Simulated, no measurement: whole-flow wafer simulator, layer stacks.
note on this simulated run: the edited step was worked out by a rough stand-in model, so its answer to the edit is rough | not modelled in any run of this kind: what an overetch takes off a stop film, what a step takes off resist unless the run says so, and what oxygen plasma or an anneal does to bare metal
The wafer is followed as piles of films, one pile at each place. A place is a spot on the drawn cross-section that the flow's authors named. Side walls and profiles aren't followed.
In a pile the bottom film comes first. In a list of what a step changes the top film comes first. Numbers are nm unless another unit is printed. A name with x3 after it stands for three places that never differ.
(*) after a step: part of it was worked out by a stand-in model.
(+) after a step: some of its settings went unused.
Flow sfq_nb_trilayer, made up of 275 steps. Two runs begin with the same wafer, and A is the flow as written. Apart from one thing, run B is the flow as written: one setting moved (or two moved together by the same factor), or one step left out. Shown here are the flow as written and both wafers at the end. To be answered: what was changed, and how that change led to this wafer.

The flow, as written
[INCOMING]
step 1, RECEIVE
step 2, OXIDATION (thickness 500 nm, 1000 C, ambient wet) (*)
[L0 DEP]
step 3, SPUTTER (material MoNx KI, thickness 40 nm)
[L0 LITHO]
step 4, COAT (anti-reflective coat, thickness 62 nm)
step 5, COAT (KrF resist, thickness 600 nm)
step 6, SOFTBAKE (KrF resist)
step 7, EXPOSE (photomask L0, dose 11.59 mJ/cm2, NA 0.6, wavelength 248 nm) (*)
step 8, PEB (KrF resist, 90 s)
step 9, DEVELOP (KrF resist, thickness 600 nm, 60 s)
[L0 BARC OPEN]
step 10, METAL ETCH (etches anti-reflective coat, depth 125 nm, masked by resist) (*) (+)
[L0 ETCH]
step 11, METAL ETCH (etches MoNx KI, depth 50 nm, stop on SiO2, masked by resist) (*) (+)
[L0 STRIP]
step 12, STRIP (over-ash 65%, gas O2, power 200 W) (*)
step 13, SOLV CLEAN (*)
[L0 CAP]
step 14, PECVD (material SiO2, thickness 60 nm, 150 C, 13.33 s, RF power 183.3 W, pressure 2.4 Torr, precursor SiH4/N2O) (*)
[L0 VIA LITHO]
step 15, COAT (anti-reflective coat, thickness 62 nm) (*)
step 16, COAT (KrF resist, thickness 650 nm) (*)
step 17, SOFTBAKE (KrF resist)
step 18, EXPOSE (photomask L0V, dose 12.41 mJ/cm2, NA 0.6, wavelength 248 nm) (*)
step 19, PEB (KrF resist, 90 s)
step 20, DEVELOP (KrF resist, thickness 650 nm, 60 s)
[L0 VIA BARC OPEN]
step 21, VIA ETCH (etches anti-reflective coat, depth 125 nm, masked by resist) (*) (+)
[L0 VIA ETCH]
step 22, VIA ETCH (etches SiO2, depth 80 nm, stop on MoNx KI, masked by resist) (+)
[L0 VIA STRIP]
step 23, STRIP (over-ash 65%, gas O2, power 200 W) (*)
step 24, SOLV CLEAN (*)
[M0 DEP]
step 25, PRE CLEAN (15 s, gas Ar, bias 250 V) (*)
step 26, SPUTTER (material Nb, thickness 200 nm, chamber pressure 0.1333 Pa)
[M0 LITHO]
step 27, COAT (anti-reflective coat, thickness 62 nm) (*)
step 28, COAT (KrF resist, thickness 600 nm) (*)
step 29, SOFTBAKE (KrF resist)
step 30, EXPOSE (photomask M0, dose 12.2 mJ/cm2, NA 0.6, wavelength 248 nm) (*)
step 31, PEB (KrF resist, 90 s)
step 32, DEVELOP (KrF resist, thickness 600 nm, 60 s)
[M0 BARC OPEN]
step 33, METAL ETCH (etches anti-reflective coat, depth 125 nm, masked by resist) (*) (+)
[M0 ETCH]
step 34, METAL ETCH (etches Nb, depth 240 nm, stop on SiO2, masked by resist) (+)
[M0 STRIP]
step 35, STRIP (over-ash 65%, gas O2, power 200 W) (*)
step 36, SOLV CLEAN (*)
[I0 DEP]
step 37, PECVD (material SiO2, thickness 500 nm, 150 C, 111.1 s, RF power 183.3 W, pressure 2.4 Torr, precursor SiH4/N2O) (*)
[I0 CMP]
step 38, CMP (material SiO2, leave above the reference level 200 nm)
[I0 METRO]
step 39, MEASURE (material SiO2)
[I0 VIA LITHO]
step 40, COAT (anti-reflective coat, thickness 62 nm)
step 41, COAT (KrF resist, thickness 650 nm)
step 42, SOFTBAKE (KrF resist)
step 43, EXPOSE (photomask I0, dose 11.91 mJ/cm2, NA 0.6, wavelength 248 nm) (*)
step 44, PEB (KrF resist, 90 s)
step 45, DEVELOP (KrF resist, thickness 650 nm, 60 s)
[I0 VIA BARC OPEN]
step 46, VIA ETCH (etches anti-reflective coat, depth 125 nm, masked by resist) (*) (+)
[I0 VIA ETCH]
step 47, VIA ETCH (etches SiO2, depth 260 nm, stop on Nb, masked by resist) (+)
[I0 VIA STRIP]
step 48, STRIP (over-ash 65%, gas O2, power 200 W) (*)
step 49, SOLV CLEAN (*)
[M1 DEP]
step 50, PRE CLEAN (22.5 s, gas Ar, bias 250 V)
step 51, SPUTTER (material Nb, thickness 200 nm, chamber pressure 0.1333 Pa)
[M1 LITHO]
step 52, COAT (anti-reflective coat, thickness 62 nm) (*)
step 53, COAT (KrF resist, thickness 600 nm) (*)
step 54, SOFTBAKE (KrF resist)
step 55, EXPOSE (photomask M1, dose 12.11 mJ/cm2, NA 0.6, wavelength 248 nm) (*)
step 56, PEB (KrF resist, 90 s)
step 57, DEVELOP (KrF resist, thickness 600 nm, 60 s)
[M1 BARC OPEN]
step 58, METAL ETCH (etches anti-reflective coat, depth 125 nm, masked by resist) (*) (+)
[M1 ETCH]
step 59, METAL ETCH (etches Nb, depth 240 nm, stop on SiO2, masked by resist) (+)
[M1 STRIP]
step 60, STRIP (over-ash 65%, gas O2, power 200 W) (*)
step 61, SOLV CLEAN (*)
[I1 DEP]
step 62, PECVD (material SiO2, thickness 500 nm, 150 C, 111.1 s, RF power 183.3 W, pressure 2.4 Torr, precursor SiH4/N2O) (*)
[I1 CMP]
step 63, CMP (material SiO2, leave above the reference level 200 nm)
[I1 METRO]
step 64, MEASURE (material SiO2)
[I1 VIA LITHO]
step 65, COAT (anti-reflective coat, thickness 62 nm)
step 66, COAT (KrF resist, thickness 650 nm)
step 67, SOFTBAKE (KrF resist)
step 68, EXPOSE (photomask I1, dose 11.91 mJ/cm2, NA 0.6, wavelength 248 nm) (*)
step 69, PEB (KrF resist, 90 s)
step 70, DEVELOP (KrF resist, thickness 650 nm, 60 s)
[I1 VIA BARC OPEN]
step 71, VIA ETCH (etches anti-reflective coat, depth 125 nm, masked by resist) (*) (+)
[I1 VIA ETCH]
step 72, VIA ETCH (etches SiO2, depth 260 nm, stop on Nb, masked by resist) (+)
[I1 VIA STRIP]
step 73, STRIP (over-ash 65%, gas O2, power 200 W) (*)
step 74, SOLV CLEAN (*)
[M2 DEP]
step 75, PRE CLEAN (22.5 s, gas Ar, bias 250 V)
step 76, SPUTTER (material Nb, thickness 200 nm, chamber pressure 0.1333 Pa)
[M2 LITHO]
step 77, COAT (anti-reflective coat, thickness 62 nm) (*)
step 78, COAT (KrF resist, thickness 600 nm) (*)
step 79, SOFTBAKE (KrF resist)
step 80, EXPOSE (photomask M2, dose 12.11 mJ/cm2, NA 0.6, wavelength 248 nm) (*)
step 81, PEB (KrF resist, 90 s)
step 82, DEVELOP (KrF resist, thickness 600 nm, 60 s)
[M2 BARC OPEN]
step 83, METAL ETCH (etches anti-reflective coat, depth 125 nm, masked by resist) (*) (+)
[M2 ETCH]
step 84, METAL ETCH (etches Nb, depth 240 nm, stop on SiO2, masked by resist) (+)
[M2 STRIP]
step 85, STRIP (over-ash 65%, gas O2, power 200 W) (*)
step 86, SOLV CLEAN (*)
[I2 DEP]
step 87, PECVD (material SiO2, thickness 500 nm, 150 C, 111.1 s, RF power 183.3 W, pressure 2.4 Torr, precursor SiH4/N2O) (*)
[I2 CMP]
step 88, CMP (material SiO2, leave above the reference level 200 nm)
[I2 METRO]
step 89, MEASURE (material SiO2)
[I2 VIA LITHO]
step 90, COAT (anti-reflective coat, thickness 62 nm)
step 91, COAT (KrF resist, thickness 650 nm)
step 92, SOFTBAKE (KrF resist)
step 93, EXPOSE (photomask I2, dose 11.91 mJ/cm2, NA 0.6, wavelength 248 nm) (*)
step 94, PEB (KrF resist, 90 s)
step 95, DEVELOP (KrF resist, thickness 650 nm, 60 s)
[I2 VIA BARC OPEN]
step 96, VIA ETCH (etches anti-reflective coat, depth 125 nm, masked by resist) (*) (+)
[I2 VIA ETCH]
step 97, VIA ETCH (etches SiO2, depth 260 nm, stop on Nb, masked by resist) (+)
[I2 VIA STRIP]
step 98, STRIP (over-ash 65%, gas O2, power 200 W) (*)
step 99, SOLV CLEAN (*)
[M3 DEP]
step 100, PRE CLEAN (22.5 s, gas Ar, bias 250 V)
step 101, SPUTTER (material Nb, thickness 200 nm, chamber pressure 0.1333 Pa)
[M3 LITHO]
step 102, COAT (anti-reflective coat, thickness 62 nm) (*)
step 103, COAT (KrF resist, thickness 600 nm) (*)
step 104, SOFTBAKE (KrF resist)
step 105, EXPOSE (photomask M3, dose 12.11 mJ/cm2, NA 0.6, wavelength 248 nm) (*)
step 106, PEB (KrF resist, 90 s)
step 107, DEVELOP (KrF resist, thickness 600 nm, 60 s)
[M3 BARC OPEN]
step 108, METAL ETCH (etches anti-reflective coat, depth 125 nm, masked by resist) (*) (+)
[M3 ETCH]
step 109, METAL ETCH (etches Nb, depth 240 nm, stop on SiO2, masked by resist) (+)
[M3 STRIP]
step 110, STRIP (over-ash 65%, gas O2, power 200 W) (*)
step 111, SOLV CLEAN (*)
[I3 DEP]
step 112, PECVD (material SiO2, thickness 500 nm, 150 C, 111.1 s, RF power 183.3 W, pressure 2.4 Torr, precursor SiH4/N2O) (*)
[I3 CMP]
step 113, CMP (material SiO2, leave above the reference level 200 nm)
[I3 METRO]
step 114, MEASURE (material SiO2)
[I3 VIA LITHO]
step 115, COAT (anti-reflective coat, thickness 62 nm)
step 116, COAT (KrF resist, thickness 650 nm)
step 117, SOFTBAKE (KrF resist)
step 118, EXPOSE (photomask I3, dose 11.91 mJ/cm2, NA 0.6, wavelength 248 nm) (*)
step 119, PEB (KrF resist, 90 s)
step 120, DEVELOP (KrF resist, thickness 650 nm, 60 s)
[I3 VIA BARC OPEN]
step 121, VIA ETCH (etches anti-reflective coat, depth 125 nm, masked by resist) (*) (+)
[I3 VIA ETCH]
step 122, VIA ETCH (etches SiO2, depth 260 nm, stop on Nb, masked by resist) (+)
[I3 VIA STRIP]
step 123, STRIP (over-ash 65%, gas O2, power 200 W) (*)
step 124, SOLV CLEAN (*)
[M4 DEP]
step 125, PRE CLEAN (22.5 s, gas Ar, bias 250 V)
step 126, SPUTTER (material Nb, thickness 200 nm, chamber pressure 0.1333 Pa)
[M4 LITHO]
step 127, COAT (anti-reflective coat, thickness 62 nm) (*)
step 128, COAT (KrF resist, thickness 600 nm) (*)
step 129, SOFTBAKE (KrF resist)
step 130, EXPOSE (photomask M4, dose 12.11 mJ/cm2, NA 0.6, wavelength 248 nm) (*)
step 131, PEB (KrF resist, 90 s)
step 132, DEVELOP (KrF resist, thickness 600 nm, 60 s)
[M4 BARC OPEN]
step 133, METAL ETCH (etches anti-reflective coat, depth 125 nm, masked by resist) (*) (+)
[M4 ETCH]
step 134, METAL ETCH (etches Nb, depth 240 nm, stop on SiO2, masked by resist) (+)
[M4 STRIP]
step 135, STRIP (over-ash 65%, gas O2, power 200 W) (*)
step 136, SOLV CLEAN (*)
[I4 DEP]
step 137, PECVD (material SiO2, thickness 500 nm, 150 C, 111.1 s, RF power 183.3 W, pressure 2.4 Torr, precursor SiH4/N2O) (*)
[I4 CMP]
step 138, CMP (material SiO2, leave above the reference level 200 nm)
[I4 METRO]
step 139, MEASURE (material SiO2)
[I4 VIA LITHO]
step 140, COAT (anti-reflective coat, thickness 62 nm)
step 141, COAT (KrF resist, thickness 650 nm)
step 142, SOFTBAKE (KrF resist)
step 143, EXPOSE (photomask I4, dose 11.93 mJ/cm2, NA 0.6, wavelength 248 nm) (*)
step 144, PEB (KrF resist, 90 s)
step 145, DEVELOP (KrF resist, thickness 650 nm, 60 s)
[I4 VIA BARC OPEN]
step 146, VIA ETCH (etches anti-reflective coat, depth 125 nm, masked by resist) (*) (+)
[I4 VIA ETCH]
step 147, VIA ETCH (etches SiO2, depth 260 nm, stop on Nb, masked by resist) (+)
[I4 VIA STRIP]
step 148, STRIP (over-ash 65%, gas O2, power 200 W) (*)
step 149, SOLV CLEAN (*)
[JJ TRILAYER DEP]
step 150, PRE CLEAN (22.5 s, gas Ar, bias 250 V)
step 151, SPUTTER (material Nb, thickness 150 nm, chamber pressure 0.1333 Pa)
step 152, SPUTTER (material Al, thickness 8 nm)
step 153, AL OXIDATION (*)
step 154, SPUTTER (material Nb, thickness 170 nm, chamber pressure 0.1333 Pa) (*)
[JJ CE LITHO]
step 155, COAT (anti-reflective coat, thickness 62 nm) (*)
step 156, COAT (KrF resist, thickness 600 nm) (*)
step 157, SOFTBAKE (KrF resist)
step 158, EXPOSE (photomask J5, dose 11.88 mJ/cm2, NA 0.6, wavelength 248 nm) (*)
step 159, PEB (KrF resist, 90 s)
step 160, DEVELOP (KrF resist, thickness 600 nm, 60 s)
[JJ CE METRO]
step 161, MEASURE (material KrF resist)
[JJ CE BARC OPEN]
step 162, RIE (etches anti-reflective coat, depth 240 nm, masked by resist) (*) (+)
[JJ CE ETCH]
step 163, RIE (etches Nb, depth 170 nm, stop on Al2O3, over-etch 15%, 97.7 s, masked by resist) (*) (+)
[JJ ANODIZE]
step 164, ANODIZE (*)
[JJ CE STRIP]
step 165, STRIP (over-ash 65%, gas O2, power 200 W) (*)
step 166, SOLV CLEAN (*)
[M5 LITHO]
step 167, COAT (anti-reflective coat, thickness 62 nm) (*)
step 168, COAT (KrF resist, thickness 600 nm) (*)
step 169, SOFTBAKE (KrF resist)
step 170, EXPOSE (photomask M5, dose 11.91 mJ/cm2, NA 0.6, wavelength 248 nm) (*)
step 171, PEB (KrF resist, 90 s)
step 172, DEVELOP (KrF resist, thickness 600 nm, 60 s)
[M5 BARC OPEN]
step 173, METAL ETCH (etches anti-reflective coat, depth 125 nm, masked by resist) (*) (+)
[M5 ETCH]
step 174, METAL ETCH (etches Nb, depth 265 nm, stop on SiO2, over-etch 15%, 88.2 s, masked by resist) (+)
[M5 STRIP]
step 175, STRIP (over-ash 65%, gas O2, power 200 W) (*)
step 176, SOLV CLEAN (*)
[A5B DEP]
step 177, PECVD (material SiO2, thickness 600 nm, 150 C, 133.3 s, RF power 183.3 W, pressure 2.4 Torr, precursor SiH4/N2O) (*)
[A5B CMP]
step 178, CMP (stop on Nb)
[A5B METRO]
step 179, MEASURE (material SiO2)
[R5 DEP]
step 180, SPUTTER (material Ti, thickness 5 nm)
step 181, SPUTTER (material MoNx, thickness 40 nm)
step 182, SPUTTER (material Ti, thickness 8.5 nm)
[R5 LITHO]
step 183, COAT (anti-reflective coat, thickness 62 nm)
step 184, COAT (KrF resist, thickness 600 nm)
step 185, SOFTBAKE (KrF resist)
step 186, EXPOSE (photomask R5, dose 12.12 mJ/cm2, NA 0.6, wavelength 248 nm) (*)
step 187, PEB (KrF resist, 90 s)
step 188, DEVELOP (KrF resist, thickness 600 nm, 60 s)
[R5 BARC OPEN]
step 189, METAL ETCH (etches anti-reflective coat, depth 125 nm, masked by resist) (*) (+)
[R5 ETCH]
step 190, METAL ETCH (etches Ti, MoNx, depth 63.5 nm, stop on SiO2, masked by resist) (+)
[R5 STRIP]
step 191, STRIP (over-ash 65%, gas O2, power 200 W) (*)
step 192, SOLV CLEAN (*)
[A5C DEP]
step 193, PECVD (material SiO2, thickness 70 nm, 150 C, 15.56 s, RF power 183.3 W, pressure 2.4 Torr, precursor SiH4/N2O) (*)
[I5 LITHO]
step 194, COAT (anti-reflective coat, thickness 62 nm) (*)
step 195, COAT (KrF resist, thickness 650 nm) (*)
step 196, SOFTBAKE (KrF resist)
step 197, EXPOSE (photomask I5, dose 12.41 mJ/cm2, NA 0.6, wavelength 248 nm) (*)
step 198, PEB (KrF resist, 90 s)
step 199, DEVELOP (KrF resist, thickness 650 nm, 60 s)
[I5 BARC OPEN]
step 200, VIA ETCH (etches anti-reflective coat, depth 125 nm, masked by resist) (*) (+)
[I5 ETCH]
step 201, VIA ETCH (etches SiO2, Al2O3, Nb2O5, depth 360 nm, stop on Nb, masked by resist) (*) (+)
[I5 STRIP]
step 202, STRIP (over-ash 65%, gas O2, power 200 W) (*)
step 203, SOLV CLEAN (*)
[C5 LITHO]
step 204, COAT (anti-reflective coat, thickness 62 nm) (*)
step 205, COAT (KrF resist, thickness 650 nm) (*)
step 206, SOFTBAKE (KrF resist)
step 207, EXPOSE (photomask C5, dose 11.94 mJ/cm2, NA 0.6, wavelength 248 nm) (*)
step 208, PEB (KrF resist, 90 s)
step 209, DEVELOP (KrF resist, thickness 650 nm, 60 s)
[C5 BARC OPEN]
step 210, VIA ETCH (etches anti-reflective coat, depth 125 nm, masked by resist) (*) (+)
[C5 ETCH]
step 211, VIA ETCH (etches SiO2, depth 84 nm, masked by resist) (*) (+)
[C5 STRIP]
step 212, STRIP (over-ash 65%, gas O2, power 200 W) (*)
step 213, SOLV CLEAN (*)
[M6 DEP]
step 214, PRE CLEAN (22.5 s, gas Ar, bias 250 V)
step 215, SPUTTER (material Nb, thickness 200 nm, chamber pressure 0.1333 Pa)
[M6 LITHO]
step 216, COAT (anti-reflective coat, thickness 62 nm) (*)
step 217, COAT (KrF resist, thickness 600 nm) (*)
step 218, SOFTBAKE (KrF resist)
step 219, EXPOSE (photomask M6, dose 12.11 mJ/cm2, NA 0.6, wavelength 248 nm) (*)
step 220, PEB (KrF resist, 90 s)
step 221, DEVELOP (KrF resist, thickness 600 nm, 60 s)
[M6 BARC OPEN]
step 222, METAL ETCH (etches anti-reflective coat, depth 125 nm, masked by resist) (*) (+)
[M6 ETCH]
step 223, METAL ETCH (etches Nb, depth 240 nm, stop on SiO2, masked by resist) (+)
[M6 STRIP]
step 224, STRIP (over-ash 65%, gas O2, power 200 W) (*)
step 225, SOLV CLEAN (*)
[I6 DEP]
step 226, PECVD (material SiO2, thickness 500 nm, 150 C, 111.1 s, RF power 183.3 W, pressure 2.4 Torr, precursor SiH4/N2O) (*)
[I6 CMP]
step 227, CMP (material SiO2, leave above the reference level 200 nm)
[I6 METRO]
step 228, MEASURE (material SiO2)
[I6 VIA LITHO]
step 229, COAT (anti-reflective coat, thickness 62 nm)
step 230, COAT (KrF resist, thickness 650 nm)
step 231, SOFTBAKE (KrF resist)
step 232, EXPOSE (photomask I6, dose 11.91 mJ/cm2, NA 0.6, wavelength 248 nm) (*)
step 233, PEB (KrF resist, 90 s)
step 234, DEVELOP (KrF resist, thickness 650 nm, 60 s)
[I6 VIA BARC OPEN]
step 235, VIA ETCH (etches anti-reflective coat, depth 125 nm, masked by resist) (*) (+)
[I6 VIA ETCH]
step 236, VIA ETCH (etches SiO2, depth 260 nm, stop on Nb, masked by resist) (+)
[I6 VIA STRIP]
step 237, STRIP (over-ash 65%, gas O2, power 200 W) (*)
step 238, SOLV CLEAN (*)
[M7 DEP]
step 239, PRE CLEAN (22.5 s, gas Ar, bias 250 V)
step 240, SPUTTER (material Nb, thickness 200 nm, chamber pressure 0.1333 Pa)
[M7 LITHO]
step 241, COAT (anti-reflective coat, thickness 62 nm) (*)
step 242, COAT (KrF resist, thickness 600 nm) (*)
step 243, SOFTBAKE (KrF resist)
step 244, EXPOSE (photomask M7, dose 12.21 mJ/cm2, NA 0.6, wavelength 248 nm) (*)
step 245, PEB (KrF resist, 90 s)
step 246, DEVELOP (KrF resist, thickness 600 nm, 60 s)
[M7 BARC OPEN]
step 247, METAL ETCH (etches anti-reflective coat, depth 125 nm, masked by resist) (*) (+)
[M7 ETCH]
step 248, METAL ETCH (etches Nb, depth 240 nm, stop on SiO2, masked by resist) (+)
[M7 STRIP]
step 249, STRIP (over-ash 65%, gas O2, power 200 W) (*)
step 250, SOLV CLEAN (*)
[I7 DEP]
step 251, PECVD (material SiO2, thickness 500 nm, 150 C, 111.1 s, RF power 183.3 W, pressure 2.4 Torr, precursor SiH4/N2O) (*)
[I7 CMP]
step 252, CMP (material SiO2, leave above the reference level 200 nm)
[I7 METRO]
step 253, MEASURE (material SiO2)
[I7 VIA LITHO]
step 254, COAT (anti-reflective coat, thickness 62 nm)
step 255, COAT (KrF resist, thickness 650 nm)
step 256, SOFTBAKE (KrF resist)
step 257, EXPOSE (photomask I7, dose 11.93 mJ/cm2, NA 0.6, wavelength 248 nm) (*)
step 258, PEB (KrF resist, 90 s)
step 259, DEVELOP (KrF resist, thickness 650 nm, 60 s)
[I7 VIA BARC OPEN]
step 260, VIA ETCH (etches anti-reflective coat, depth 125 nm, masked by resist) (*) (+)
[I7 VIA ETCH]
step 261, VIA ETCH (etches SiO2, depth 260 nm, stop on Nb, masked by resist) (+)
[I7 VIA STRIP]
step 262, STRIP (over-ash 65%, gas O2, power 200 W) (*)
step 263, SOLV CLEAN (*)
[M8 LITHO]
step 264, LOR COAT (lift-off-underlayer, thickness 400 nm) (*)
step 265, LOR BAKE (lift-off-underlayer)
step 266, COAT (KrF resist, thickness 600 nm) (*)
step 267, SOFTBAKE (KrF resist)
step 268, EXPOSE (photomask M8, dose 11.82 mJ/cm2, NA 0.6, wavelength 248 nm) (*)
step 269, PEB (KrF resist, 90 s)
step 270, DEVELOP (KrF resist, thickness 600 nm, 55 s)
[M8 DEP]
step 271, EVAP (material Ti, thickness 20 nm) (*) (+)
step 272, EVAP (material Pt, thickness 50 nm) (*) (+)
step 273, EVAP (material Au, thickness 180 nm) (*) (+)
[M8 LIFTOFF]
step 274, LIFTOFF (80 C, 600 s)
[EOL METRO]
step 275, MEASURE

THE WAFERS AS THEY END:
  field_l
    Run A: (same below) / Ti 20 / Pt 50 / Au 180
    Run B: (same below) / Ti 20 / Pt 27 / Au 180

Cause: step 272, EVAP: thickness 27 nm was run, though the flow has thickness 50 nm.
The wafer itself shows it: field_l has Pt 27, and step 272 as written asks for 50 nm.

How this came from the change, step by step:
  step 272, EVAP (material Pt, thickness 50 nm) (*) (+)
      field_l, v_sur, via_wl and 103 more: A Pt gains 50 (new film) | B Pt gains 27 (new film)
  step 274, LIFTOFF (80 C, 600 s)
      p4_fl, p4_fm, p4_w1 and 71 more: A Au loses 180 (all of it), Pt loses 50 (all of it), Ti loses 20 (all of it), KrF resist loses 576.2 (all of it), lift-off-underlayer loses 400 (all of it) | B Au loses 180 (all of it), Pt loses 27 (all of it), Ti loses 20 (all of it), KrF resist loses 576.2 (all of it), lift-off-underlayer loses 400 (all of it)
      c5j, ce_r: A Au loses 180 (all of it), Pt loses 50 (all of it), Ti loses 20 (all of it), KrF resist loses 573.3 (all of it), lift-off-underlayer loses 399.3 (all of it) | B Au loses 180 (all of it), Pt loses 27 (all of it), Ti loses 20 (all of it), KrF resist loses 573.3 (all of it), lift-off-underlayer loses 399.3 (all of it)
      (as well as at 19 more places)
